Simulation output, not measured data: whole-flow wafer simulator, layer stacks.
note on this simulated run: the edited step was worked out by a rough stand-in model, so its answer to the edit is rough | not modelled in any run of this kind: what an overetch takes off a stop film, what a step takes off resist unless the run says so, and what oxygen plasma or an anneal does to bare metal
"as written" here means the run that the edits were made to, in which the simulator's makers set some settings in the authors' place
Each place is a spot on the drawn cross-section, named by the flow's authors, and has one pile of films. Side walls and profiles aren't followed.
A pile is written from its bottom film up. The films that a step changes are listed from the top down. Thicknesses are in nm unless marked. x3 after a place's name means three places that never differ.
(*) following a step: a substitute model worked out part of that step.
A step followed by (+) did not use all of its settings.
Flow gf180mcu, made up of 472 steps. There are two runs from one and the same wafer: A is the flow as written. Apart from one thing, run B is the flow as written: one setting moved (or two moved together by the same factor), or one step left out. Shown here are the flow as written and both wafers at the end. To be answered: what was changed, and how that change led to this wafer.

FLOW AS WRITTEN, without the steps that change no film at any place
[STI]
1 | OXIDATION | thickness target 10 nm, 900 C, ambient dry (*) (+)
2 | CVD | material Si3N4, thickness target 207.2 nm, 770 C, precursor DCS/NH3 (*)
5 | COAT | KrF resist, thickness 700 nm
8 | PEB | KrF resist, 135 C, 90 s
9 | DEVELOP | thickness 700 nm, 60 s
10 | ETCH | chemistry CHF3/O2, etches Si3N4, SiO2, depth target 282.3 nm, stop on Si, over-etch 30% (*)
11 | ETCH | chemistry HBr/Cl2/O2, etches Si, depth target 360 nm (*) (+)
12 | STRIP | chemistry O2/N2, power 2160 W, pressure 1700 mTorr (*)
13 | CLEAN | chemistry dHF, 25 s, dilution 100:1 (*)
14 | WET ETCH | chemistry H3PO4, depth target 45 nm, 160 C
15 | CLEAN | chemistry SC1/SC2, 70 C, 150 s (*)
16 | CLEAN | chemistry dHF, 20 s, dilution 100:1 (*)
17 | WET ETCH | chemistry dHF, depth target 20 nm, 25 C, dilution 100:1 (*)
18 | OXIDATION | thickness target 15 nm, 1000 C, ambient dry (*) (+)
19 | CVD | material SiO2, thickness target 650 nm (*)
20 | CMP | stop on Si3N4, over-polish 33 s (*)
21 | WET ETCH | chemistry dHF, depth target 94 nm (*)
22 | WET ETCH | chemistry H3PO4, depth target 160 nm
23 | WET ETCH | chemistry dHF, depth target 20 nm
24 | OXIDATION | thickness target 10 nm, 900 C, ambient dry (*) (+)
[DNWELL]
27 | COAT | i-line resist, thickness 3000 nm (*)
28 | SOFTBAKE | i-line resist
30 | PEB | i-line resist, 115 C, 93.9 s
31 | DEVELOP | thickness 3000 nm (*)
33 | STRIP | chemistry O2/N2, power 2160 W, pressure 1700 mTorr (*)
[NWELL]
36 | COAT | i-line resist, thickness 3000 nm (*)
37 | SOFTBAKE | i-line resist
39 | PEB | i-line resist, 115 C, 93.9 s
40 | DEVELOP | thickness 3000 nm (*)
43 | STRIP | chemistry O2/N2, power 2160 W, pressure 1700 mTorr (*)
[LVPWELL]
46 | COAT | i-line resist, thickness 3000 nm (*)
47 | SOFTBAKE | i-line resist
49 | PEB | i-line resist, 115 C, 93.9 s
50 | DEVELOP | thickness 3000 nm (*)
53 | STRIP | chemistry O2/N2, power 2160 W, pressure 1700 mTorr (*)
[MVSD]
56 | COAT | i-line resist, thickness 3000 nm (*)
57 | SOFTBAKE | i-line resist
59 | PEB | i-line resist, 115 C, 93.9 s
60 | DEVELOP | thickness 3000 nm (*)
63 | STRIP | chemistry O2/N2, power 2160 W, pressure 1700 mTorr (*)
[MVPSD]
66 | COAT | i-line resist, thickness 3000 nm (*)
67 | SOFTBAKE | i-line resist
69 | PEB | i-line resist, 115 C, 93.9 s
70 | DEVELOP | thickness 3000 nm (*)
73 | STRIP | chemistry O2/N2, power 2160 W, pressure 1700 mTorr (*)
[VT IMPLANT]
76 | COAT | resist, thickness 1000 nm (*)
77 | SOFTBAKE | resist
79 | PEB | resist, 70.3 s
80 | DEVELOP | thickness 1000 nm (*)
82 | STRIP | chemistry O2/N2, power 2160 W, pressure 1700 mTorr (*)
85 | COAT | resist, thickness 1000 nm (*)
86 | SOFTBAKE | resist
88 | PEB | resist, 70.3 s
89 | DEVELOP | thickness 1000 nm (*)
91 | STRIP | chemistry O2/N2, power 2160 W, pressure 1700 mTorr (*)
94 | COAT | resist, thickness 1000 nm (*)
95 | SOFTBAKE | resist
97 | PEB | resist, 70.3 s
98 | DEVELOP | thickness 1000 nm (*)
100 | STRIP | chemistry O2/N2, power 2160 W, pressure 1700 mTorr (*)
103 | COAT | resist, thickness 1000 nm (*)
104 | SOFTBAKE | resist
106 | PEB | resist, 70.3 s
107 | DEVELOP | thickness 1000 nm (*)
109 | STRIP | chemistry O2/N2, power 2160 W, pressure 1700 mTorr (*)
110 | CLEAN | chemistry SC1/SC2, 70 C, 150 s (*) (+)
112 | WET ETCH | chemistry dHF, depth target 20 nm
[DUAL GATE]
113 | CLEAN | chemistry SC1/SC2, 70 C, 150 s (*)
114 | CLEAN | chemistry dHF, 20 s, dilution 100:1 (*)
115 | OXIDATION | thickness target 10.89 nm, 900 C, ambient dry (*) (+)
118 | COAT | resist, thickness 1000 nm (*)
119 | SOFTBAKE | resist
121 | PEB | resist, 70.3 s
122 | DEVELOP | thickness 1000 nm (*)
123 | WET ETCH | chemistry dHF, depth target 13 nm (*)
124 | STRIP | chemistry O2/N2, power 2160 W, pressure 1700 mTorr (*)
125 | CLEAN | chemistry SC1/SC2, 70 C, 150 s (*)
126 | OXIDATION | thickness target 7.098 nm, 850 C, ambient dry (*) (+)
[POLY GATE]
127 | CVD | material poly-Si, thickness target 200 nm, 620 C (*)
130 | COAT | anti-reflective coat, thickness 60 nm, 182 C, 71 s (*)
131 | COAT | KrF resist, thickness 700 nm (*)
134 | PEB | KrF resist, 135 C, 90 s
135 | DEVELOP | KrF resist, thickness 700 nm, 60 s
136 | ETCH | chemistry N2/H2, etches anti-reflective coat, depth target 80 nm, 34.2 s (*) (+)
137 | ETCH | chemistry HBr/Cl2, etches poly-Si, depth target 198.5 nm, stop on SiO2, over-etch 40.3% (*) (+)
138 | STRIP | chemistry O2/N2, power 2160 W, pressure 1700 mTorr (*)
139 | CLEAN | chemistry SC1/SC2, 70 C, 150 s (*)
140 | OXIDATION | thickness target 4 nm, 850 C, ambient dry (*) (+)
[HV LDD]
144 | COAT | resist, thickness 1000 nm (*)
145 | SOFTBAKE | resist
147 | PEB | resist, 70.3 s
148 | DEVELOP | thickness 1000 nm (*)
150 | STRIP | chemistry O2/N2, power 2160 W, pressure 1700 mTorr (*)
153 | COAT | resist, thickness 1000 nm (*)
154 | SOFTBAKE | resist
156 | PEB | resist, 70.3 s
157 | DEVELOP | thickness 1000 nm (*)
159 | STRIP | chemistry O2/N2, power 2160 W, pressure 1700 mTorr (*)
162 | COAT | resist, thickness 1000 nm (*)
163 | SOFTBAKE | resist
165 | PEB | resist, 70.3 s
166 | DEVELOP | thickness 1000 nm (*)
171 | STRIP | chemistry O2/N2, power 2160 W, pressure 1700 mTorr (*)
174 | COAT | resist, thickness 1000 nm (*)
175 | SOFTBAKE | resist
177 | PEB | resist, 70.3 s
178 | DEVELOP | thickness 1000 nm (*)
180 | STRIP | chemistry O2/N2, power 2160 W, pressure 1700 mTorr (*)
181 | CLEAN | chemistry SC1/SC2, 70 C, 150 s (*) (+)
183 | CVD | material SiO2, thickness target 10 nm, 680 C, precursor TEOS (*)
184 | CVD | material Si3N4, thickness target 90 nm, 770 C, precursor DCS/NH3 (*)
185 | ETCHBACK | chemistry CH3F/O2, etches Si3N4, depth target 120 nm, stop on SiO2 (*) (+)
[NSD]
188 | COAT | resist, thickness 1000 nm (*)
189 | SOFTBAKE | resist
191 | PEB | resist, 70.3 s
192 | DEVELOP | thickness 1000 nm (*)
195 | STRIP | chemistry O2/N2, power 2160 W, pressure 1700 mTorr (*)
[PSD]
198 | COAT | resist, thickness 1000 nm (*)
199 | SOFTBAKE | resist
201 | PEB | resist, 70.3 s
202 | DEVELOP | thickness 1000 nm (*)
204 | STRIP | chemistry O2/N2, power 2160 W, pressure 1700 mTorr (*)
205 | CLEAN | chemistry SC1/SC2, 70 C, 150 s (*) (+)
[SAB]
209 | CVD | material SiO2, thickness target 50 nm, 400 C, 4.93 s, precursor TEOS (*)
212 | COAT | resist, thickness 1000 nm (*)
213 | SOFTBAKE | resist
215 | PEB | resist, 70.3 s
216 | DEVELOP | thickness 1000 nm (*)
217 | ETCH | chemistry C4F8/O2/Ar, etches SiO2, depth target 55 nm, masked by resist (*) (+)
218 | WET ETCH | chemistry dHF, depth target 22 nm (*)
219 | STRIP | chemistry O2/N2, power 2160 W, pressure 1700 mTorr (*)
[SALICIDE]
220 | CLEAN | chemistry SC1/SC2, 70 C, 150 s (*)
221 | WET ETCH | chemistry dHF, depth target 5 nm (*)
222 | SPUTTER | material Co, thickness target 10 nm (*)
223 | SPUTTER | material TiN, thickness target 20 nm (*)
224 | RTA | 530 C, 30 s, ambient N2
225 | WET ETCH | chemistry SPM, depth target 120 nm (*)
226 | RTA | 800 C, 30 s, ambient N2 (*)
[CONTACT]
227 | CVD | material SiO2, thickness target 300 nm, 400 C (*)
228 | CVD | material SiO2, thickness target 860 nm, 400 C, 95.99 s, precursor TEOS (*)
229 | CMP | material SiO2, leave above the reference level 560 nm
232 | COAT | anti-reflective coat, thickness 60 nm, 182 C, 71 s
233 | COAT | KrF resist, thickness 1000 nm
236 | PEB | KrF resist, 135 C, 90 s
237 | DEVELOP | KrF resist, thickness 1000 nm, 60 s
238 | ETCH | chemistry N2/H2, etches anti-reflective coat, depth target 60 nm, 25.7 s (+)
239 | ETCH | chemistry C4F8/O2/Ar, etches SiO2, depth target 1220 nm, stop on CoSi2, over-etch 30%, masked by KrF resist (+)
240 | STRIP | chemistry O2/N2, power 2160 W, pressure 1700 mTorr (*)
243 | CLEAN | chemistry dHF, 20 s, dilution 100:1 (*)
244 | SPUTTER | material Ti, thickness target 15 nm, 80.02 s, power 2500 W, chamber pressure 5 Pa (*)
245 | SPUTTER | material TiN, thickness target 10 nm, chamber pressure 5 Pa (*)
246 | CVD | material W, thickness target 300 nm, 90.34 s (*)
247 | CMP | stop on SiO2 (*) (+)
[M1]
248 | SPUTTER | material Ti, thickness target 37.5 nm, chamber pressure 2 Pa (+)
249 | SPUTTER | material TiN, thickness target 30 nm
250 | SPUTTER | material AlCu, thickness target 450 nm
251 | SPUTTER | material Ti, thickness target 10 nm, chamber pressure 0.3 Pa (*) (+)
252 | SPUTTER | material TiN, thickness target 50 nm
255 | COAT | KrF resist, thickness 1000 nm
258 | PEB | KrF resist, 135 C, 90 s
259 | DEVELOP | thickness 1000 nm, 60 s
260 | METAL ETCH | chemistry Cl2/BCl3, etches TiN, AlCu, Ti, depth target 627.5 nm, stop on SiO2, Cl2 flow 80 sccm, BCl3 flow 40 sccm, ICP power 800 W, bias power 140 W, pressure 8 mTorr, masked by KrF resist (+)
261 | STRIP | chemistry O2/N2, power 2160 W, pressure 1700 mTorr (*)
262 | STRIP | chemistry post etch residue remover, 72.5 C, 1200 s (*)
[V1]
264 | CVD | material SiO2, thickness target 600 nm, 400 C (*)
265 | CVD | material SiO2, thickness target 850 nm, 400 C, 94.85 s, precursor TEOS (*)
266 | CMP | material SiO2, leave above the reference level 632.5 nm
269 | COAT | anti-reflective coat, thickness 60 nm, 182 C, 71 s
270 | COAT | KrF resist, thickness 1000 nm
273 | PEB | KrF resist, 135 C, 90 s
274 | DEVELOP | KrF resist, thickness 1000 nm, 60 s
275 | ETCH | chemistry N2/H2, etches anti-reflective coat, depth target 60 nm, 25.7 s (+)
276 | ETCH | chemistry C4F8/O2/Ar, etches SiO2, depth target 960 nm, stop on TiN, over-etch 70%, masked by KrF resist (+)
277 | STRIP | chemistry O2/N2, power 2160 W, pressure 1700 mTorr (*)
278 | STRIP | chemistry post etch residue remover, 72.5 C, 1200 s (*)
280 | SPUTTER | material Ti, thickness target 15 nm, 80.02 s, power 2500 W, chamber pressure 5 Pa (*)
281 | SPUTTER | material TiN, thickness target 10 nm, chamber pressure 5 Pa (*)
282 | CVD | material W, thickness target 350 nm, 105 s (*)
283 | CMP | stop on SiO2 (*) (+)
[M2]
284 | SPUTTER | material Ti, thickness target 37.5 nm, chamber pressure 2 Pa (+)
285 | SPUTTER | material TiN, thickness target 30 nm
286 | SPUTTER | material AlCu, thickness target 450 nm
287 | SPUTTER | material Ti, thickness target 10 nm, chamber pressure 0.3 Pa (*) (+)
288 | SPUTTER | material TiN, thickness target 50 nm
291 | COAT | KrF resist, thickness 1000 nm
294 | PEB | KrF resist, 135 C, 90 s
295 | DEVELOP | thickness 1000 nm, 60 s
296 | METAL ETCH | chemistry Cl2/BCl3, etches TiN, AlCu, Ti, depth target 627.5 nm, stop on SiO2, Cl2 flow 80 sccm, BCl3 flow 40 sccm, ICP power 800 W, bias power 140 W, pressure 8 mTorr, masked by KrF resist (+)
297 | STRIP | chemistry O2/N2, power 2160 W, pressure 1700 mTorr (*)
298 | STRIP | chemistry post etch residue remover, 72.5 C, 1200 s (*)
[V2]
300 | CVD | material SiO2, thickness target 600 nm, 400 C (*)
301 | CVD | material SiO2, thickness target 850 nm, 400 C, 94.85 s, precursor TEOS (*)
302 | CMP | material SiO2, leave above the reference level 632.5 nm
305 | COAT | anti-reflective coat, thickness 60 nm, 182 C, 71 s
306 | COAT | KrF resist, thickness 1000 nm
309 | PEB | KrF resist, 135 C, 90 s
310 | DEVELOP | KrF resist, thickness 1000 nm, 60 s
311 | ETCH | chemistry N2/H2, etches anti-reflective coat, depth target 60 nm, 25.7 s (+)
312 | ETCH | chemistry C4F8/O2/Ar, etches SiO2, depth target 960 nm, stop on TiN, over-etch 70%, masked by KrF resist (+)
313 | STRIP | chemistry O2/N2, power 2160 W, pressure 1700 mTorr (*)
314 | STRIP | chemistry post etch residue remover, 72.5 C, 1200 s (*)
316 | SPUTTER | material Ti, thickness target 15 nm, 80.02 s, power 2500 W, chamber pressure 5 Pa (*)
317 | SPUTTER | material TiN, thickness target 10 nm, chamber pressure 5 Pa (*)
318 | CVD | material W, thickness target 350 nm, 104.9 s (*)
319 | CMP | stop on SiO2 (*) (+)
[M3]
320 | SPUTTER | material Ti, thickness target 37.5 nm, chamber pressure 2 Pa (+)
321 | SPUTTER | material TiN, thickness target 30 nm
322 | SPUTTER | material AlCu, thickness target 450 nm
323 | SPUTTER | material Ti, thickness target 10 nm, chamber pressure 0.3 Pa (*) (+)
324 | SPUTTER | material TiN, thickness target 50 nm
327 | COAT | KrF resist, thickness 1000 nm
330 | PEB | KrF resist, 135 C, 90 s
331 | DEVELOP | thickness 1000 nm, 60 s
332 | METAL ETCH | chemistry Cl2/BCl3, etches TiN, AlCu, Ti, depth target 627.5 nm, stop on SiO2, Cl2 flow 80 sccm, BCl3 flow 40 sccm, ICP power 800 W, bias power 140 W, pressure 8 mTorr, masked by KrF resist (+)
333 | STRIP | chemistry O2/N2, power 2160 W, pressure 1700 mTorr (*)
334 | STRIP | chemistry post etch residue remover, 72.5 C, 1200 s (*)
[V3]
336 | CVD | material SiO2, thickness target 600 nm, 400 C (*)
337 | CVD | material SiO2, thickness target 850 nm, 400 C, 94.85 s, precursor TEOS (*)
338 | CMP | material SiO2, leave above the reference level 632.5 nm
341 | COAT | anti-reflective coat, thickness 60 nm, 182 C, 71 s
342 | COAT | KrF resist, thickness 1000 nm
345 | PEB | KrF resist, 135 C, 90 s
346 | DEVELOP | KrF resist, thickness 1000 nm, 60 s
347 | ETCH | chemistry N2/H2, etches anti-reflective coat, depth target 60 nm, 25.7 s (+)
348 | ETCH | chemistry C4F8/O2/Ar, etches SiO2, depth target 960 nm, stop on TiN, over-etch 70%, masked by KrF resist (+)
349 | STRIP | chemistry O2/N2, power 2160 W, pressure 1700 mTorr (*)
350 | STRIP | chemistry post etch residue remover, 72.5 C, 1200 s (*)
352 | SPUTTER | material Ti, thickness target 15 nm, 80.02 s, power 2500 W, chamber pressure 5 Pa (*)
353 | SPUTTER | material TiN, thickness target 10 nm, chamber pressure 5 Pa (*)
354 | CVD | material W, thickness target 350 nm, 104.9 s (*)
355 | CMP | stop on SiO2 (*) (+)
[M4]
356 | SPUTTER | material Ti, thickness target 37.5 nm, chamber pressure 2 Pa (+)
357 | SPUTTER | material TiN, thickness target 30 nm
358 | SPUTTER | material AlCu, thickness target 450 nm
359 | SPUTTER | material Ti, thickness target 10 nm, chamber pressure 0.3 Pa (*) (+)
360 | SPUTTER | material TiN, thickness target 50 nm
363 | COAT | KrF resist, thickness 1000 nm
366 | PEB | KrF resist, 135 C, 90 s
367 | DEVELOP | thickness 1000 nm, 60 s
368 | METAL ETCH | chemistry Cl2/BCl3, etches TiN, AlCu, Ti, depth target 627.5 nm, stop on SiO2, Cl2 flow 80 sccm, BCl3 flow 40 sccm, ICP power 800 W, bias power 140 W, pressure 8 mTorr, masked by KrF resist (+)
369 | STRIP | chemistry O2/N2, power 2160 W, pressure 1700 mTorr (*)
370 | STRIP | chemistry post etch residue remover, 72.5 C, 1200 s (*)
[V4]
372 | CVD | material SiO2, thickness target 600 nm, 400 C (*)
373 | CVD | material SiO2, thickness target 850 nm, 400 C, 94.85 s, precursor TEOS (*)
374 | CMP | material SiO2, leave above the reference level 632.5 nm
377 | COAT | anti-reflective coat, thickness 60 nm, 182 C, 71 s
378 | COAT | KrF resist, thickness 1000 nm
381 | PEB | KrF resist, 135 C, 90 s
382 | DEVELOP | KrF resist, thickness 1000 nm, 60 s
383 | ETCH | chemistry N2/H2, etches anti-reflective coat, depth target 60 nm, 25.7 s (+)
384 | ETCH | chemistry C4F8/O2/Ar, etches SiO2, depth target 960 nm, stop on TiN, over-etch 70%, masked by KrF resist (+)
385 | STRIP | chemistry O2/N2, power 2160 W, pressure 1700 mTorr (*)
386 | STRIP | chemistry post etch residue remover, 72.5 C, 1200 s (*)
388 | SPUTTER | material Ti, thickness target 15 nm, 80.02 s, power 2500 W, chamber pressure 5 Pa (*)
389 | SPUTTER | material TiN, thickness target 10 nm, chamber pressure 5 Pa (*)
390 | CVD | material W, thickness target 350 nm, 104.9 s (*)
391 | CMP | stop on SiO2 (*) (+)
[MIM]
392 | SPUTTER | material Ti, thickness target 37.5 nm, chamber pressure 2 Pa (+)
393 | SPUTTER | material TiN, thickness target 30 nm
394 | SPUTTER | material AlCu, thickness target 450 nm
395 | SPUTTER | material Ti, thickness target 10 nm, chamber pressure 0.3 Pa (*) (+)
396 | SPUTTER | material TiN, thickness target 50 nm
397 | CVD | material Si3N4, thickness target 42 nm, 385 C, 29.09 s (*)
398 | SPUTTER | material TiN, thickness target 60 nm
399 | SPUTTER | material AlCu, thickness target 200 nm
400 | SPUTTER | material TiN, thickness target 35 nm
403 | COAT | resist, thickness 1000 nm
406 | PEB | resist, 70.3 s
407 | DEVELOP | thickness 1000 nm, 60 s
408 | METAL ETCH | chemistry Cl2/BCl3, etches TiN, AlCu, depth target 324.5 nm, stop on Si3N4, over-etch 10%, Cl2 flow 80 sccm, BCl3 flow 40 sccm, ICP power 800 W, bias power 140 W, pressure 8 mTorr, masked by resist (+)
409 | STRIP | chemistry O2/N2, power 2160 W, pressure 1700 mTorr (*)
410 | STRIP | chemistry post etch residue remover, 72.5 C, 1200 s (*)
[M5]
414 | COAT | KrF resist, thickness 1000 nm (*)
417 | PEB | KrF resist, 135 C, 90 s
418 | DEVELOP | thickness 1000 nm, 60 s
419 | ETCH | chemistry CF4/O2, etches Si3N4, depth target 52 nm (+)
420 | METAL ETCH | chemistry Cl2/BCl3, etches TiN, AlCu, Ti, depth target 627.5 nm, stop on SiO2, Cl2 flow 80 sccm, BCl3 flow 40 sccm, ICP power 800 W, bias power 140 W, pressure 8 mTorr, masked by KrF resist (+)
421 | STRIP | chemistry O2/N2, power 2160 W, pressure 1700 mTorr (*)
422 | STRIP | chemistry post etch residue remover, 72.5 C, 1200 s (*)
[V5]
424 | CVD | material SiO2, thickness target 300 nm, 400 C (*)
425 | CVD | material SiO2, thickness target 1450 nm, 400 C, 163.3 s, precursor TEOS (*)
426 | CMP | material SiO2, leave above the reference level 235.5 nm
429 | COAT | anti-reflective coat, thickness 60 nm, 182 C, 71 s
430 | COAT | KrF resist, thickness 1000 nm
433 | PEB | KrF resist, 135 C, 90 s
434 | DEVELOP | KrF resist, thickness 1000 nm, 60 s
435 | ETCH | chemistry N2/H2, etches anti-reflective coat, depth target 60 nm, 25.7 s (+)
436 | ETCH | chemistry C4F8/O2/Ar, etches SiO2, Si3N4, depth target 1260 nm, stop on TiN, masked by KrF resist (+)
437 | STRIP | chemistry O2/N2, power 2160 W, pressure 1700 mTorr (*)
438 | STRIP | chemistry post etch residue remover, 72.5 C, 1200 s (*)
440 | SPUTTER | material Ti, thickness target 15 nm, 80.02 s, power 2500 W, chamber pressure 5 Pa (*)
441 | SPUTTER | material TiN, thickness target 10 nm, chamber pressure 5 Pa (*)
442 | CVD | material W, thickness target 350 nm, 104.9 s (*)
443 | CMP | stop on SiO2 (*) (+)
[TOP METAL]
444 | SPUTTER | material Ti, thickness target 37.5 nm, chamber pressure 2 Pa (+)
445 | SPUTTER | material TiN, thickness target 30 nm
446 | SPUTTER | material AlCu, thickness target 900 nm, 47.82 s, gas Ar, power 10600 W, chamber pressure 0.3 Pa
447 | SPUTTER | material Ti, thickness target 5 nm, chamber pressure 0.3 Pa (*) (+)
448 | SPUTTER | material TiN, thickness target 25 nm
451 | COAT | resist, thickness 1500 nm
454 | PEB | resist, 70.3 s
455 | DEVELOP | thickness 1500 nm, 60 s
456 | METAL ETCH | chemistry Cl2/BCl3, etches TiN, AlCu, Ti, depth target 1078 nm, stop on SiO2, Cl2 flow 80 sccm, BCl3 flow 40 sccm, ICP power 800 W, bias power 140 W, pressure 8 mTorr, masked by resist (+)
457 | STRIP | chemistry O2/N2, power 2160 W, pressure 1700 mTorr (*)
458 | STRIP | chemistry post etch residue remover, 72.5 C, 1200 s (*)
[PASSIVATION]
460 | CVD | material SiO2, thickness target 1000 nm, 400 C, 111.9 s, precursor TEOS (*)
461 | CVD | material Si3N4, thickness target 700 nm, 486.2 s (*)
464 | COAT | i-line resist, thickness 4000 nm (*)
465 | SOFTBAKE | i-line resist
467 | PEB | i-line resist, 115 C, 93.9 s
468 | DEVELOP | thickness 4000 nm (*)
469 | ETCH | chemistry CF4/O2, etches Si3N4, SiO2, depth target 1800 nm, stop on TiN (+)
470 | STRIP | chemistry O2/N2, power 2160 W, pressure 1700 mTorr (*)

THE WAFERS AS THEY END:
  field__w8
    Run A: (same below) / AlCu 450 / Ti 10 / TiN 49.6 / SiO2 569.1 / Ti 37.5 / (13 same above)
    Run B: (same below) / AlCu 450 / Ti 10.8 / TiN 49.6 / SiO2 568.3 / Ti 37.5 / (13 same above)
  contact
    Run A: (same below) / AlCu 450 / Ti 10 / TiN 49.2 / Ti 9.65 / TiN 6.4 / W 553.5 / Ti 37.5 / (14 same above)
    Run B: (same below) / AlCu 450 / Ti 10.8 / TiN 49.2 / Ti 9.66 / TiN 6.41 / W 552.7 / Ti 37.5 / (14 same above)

What caused this: step 359, SPUTTER: thickness target 10.8 nm was run, while the flow as written has thickness target 10 nm.
The wafer itself shows it: field__w8 has Ti 10.8, and step 359 as written asks for 10 nm.

The path from the change to this, step by step:
  359 | SPUTTER | material Ti, thickness target 10 nm, chamber pressure 0.3 Pa (*) (+)
      field, field__w1, field__w2 and 108 more: A Ti gains 10 (new film) | B Ti gains 10.8 (new film)
  368 | METAL ETCH | chemistry Cl2/BCl3, etches TiN, AlCu, Ti, depth target 627.5 nm, stop on SiO2, Cl2 flow 80 sccm, BCl3 flow 40 sccm, ICP power 800 W, bias power 140 W, pressure 8 mTorr, masked by KrF resist (+)
      field, field__w1, field__w2 and 103 more: A TiN loses 50 (all of it), Ti loses 10 (all of it), AlCu loses 450 (all of it), TiN loses 30 (all of it), Ti loses 37.5 (all of it) | B TiN loses 50 (all of it), Ti loses 10.8 (all of it), AlCu loses 450 (all of it), TiN loses 30 (all of it), Ti loses 37.5 (all of it)
